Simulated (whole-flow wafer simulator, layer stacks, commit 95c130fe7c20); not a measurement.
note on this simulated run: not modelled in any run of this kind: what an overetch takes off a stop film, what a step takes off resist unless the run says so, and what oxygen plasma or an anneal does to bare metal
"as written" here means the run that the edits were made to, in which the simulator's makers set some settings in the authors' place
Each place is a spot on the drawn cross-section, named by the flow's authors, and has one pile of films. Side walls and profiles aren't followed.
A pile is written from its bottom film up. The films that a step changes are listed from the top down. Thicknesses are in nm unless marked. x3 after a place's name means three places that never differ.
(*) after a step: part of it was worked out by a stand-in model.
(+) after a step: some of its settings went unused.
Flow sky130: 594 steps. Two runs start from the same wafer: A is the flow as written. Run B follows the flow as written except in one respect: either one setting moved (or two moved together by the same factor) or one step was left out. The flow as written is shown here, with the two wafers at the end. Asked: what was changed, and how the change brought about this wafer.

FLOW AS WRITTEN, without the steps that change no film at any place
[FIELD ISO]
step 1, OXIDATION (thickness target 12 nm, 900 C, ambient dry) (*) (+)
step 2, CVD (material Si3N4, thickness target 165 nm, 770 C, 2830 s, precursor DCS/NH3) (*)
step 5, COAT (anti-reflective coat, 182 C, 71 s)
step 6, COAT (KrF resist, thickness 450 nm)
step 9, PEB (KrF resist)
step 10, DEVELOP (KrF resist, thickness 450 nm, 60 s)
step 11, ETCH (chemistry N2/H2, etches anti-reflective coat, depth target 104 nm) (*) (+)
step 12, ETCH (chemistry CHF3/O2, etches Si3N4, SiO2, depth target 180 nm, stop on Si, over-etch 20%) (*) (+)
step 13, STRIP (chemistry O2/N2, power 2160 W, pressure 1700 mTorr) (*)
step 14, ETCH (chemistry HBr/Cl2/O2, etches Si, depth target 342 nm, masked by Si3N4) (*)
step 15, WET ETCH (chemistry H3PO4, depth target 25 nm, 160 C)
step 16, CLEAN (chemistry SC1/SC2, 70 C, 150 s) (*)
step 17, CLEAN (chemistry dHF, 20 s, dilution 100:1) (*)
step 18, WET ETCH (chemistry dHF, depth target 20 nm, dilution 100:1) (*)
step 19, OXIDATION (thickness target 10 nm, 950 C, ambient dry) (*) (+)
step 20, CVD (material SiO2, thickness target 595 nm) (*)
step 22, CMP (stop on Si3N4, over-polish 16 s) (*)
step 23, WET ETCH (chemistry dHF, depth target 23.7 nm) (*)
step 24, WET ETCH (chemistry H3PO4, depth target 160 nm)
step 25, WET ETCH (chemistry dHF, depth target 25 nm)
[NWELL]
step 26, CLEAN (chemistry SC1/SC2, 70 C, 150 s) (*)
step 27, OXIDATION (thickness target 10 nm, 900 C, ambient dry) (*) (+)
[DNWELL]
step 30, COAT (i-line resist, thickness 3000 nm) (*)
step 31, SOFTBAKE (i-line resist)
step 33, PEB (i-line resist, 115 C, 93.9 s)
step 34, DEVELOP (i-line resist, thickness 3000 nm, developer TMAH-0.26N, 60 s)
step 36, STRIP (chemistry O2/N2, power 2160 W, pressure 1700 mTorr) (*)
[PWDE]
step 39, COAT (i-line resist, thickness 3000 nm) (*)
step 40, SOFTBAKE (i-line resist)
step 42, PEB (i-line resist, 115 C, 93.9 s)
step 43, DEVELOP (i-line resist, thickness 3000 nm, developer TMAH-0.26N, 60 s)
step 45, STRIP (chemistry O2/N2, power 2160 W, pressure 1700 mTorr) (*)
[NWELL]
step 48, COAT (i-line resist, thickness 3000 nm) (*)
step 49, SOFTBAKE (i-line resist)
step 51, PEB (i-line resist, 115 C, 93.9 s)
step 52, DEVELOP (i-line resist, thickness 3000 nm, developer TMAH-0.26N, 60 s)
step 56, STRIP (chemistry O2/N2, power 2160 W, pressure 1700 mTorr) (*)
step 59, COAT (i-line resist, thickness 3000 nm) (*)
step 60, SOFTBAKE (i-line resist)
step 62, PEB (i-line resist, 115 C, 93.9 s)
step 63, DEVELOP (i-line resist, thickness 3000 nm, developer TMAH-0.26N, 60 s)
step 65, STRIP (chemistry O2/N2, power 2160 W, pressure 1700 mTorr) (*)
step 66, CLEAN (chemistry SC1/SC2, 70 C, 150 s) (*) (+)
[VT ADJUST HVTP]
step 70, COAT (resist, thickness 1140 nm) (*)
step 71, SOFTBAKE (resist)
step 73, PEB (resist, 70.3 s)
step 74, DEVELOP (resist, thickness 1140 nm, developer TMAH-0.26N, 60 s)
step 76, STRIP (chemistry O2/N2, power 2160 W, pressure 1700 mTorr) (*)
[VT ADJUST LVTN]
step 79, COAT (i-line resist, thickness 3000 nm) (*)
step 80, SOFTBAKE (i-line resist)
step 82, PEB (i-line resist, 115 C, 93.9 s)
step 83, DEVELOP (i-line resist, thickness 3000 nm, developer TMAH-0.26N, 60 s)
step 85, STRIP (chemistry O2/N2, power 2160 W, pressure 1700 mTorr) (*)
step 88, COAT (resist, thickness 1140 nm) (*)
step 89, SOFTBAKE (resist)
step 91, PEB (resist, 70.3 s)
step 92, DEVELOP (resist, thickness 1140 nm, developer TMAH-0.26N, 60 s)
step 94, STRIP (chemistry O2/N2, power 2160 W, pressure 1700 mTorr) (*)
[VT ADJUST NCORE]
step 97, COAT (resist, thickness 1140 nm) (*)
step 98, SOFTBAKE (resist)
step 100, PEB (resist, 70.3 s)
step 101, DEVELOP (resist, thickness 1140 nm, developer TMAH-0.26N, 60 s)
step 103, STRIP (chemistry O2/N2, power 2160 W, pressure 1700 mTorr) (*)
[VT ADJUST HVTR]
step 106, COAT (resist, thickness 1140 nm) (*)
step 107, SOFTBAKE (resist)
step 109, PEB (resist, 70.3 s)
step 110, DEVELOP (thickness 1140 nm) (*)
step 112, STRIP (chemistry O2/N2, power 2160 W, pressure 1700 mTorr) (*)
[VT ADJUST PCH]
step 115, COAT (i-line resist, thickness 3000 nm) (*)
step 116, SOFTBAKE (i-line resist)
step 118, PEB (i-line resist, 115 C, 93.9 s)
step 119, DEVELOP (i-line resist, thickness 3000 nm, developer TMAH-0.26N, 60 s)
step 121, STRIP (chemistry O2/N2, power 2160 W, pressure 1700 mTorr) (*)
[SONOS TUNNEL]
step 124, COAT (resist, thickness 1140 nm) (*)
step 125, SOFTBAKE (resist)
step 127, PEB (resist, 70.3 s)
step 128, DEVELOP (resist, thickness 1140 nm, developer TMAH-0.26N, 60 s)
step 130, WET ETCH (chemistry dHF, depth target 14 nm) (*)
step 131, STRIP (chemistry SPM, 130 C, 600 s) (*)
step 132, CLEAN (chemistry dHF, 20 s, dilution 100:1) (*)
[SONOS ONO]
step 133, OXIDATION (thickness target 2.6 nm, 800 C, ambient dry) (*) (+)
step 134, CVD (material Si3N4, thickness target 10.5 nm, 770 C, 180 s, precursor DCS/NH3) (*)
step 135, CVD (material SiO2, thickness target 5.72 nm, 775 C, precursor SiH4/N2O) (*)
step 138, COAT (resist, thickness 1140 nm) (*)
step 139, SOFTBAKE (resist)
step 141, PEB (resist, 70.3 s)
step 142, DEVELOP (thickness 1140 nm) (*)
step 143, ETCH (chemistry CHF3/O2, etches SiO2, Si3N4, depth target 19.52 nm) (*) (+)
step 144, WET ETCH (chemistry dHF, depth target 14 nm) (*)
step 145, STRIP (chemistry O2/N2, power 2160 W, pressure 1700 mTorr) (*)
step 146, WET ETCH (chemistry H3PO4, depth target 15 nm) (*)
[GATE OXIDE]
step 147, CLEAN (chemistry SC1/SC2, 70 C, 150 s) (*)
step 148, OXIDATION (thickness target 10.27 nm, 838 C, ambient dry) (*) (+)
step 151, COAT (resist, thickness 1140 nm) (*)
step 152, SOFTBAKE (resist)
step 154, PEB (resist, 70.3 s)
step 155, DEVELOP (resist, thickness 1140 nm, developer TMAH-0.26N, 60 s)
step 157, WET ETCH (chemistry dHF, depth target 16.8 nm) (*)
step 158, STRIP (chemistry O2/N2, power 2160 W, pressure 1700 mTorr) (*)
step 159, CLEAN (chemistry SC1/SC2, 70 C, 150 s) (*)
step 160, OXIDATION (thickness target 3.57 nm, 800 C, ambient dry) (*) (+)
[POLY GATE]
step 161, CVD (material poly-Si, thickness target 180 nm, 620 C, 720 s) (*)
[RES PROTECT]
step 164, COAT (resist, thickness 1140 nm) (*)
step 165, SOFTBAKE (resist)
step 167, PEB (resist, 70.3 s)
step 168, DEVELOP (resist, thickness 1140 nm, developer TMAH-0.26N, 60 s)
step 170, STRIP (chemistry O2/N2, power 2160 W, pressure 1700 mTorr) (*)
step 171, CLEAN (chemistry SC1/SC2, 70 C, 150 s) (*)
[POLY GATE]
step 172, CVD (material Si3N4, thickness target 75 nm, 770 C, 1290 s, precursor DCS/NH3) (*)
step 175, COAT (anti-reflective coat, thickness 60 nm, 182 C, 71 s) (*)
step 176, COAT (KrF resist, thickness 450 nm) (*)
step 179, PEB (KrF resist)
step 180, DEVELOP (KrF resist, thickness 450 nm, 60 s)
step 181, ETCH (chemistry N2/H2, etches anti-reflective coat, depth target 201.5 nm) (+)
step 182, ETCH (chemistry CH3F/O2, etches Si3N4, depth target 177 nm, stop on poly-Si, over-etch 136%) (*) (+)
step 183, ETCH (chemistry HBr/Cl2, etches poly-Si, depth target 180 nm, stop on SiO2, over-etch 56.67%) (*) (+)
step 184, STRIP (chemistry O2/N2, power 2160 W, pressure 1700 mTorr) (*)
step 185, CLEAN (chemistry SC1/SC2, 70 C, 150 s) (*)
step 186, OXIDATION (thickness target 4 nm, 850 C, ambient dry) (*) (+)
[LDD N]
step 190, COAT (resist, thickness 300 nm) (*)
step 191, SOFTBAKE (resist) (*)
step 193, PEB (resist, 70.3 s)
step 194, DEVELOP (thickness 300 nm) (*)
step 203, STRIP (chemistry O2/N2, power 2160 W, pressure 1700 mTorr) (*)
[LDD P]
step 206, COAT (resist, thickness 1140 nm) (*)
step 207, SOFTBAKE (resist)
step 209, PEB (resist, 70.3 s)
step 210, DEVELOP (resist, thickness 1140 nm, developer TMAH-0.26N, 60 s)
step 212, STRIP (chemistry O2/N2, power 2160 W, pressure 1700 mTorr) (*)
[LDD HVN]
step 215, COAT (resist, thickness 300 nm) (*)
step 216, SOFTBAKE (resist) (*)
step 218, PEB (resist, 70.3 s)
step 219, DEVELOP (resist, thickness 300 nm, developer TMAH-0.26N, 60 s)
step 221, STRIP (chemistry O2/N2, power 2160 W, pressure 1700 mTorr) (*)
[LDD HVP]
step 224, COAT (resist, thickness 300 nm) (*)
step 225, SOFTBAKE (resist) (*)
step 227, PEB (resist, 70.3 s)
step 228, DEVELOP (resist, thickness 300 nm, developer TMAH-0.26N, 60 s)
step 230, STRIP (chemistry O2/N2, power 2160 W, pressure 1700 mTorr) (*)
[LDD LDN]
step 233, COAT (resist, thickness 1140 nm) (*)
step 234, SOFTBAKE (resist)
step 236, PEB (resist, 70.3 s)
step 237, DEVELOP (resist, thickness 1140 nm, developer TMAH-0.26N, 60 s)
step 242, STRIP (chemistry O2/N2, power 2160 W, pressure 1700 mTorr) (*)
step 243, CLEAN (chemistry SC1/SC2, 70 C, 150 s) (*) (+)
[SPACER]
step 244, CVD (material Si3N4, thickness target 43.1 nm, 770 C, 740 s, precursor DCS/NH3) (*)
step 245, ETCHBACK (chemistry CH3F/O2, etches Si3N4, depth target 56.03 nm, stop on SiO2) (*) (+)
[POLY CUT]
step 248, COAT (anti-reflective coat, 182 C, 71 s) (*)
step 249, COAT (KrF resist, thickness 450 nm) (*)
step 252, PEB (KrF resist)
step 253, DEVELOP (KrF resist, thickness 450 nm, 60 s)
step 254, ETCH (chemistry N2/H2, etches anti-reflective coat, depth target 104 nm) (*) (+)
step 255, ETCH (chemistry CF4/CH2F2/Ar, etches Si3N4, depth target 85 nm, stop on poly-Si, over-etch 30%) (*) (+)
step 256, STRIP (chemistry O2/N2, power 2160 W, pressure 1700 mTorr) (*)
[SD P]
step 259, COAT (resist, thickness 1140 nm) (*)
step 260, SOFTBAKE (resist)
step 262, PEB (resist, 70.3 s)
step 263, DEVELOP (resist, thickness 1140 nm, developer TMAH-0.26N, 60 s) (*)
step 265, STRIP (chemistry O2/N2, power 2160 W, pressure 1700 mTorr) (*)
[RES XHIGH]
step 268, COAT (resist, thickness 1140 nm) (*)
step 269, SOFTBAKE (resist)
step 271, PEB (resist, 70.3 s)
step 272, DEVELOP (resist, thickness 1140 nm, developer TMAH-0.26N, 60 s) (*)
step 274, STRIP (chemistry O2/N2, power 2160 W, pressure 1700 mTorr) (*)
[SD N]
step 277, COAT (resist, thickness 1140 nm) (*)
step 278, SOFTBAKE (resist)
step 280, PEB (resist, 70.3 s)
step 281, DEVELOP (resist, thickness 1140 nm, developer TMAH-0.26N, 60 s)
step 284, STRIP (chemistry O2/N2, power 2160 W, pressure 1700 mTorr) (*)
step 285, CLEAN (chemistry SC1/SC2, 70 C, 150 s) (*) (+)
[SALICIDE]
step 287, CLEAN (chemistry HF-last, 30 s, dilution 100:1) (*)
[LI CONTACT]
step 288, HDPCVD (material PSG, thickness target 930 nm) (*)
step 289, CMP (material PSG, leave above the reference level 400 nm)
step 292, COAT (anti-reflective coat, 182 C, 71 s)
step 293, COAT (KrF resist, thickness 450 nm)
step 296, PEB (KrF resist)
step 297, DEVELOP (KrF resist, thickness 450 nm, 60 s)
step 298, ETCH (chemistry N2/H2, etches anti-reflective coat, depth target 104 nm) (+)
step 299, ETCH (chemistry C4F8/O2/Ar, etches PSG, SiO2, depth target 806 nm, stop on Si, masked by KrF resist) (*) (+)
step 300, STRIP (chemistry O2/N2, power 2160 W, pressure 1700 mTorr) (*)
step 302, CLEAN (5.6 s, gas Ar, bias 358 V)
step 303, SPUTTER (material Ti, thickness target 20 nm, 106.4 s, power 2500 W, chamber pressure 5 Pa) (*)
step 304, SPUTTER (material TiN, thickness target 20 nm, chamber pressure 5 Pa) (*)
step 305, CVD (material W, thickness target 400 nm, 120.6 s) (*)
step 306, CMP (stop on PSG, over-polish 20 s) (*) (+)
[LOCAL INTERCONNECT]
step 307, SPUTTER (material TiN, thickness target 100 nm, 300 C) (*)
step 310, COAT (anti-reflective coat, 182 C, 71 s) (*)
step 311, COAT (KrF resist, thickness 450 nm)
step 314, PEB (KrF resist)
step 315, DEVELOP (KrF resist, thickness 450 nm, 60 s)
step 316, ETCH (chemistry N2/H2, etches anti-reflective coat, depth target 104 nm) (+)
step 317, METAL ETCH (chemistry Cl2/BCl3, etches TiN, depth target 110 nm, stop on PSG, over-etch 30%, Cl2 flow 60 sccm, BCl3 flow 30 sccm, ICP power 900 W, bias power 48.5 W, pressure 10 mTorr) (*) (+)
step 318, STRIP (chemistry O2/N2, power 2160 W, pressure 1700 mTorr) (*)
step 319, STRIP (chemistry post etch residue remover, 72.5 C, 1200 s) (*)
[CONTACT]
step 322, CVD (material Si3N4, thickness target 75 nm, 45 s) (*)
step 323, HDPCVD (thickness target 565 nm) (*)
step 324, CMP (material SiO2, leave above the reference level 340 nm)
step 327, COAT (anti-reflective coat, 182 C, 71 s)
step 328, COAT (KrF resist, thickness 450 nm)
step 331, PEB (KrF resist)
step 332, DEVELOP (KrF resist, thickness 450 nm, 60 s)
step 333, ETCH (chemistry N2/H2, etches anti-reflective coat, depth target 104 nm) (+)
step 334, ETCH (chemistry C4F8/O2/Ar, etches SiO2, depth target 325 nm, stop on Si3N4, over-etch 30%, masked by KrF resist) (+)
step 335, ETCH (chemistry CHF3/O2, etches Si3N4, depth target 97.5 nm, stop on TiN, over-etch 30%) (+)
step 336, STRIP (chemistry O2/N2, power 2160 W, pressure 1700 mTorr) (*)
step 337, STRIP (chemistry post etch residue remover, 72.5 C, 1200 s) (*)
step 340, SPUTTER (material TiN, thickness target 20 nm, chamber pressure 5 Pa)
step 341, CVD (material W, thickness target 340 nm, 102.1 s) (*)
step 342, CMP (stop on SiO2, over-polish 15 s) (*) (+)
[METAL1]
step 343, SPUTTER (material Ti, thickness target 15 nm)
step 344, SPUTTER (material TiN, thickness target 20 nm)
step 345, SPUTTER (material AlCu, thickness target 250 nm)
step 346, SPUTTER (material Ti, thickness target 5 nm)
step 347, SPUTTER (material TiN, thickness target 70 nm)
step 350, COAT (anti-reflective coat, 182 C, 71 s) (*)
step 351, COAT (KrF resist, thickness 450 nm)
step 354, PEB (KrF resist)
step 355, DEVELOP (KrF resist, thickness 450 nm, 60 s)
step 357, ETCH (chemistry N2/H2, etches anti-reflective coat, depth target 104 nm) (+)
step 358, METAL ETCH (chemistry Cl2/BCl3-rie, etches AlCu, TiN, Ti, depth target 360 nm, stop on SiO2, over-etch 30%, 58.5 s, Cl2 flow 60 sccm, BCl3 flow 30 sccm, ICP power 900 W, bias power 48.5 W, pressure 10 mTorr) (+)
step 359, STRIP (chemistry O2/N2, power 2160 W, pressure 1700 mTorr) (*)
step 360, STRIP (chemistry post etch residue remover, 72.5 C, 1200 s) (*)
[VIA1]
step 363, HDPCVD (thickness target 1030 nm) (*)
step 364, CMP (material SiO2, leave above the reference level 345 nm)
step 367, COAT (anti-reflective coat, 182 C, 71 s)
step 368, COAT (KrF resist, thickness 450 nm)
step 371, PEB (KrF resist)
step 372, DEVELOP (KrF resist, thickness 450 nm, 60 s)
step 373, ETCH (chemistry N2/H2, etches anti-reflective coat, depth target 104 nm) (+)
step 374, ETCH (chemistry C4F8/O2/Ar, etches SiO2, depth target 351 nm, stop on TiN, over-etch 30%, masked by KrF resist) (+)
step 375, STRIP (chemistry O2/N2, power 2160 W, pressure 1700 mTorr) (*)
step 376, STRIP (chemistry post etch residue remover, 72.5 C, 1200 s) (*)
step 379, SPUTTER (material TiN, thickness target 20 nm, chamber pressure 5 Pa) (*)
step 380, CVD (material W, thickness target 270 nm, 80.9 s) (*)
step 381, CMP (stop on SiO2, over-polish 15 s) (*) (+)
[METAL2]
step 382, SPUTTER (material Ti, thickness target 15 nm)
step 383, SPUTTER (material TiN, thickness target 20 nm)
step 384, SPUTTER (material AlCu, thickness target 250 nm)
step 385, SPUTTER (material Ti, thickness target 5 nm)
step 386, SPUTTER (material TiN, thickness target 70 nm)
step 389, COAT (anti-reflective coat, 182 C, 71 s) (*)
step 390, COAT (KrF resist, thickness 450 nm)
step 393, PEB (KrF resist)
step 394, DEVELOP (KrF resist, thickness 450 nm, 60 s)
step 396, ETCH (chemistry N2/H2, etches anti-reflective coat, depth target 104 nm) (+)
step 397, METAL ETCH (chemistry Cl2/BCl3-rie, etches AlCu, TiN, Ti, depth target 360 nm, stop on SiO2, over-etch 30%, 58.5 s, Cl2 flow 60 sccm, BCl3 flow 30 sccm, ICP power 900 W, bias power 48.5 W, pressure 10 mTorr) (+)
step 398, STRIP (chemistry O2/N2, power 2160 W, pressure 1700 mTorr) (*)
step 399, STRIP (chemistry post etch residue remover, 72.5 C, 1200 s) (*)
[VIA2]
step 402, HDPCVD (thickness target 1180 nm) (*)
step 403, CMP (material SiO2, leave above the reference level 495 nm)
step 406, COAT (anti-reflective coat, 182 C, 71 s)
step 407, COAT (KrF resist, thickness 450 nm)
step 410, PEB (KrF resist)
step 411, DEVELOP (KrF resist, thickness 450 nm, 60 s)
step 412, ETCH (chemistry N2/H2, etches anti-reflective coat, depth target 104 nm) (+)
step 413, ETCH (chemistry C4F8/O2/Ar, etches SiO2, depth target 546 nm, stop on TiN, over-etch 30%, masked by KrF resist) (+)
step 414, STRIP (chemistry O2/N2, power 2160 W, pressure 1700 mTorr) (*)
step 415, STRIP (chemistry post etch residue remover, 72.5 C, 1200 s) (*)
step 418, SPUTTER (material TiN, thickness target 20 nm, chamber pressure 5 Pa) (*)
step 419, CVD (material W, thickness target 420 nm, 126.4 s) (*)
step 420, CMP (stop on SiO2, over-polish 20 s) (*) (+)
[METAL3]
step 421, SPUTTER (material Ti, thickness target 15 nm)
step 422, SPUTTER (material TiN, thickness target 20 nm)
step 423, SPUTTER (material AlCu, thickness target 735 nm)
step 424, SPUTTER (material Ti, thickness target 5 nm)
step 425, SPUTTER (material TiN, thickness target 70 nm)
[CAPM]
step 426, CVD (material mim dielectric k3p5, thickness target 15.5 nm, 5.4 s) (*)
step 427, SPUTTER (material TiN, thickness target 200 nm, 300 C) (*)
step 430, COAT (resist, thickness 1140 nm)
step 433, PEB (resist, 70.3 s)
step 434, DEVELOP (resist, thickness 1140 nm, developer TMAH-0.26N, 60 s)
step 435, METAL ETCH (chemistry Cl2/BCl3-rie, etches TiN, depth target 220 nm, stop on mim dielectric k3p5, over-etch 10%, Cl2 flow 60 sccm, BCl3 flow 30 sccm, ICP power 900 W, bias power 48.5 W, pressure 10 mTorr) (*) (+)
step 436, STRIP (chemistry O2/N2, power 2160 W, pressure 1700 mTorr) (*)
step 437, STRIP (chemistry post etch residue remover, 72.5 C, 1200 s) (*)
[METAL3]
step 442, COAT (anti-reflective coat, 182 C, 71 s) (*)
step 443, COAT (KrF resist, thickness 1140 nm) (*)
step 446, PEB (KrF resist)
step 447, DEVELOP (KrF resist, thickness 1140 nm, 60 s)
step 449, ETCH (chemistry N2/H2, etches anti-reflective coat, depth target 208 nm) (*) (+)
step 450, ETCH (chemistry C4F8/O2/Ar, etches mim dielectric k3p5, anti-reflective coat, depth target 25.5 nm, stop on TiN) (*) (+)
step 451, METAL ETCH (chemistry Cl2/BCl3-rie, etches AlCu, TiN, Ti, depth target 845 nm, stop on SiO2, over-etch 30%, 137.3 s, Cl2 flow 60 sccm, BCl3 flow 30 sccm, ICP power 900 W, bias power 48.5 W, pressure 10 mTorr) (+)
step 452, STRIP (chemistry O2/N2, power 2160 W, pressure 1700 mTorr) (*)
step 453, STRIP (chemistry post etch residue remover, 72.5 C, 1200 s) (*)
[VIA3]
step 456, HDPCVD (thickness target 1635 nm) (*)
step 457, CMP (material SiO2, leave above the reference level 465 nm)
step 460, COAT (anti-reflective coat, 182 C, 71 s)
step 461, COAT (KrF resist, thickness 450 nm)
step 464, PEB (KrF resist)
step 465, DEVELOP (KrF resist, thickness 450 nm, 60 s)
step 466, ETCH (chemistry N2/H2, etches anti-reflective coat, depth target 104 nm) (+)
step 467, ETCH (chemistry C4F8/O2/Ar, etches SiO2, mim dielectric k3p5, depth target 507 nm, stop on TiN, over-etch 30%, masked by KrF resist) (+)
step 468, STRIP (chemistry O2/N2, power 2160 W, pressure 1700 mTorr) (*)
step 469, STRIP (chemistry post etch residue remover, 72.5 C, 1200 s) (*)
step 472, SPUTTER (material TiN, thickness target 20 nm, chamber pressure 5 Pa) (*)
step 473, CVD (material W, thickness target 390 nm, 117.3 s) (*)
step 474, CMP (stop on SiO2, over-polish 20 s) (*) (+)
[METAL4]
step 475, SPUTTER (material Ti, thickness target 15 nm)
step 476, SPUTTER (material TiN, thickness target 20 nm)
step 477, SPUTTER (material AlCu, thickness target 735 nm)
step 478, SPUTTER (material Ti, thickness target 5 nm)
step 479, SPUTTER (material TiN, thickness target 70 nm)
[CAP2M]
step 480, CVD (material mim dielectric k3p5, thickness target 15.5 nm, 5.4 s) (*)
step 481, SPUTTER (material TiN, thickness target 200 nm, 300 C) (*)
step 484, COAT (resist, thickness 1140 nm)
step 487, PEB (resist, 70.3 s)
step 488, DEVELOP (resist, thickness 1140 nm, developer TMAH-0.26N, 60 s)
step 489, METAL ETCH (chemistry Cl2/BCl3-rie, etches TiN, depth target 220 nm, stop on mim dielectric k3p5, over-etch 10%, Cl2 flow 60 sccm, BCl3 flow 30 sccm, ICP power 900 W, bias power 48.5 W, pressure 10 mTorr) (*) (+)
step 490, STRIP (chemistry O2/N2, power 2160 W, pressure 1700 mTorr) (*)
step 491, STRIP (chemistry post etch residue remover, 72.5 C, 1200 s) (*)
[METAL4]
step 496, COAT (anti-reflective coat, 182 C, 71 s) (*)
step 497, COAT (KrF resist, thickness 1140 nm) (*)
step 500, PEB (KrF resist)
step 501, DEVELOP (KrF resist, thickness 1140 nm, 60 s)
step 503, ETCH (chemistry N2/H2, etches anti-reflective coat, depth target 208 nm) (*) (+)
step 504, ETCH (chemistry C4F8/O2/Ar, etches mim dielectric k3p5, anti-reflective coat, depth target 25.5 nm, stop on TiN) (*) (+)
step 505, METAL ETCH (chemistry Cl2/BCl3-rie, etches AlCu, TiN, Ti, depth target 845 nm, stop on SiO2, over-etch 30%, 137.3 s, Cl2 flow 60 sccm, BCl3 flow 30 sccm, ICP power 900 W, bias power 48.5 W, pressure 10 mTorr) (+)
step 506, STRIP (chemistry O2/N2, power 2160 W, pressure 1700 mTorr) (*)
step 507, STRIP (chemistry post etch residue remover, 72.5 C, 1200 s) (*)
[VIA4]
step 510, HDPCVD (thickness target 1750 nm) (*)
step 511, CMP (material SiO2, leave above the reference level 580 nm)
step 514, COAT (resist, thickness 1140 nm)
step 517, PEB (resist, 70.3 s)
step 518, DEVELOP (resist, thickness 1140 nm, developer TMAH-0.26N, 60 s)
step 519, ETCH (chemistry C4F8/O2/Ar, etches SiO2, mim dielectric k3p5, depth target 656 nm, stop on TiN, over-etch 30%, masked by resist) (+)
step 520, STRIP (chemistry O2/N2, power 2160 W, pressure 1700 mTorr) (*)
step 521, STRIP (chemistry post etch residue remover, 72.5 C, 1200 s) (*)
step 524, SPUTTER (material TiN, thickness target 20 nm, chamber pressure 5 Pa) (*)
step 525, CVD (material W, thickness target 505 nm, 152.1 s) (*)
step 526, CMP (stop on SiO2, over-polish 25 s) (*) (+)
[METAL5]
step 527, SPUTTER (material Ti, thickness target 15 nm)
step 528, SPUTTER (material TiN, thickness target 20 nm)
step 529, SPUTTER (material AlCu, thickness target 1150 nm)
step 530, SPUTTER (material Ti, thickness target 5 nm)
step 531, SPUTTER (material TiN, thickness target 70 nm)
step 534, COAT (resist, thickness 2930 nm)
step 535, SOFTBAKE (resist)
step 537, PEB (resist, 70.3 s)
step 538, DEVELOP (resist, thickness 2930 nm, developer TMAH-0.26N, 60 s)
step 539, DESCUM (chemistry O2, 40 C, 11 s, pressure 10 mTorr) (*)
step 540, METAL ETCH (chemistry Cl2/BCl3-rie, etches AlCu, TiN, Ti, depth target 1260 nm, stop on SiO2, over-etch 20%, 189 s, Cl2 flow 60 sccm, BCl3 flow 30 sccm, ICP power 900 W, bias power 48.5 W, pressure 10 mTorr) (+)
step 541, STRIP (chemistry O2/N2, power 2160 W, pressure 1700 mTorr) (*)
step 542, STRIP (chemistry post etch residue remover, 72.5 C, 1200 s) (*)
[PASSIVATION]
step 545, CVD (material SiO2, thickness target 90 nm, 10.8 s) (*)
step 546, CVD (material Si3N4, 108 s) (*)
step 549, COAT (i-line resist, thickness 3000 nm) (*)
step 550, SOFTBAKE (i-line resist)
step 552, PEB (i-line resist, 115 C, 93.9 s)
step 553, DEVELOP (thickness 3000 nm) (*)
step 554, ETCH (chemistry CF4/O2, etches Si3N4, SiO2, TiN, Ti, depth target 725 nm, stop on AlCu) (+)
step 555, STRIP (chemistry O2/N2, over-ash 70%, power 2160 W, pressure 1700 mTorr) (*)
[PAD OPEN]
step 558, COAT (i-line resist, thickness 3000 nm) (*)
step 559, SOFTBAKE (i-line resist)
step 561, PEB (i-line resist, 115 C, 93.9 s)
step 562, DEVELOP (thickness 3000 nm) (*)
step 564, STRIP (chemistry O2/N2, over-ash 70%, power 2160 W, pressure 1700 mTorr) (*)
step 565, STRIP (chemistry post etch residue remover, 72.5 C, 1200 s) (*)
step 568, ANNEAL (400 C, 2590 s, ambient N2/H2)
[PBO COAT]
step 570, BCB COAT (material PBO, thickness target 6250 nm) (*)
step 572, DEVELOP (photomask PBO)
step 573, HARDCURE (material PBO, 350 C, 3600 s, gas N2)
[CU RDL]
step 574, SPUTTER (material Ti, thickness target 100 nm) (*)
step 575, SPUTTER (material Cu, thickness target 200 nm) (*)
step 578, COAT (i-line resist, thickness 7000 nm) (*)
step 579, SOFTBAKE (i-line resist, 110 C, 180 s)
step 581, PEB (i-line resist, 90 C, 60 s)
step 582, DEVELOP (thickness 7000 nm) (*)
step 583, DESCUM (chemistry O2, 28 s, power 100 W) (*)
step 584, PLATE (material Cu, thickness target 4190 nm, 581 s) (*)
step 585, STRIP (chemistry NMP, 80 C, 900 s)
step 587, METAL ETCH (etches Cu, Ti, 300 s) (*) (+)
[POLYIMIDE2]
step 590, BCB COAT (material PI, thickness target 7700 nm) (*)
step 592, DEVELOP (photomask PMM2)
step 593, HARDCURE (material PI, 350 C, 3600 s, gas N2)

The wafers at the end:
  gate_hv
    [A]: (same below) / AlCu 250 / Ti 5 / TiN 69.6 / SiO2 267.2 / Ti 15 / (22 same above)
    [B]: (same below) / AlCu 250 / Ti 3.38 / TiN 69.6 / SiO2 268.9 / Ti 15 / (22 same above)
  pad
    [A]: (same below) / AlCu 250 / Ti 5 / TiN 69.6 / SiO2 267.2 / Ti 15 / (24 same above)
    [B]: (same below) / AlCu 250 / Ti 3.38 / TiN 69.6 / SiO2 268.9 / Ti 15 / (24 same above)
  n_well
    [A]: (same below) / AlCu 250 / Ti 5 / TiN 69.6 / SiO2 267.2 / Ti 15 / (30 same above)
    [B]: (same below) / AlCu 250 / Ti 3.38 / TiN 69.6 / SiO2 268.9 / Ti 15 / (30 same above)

Cause: step 346, SPUTTER: thickness target 3.38 nm was run, though the flow has thickness target 5 nm.
The wafer itself shows it: gate_hv has Ti 3.38, and step 346 as written asks for 5 nm.

How this came from the change, step by step:
  step 346, SPUTTER (material Ti, thickness target 5 nm)
      field, active, n_well and 188 more: A +5 Ti (new film) | B +3.38 Ti (new film)
  step 358, METAL ETCH (chemistry Cl2/BCl3-rie, etches AlCu, TiN, Ti, depth target 360 nm, stop on SiO2, over-etch 30%, 58.5 s, Cl2 flow 60 sccm, BCl3 flow 30 sccm, ICP power 900 W, bias power 48.5 W, pressure 10 mTorr) (+)
      field, active, gate and 81 more: A -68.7 TiN (all of it), -5 Ti (all of it), -250 AlCu (all of it), -20 TiN (all of it), -15 Ti (all of it), -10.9 SiO2 | B -68.7 TiN (all of it), -3.38 Ti (all of it), -250 AlCu (all of it), -20 TiN (all of it), -15 Ti (all of it), -11.1 SiO2
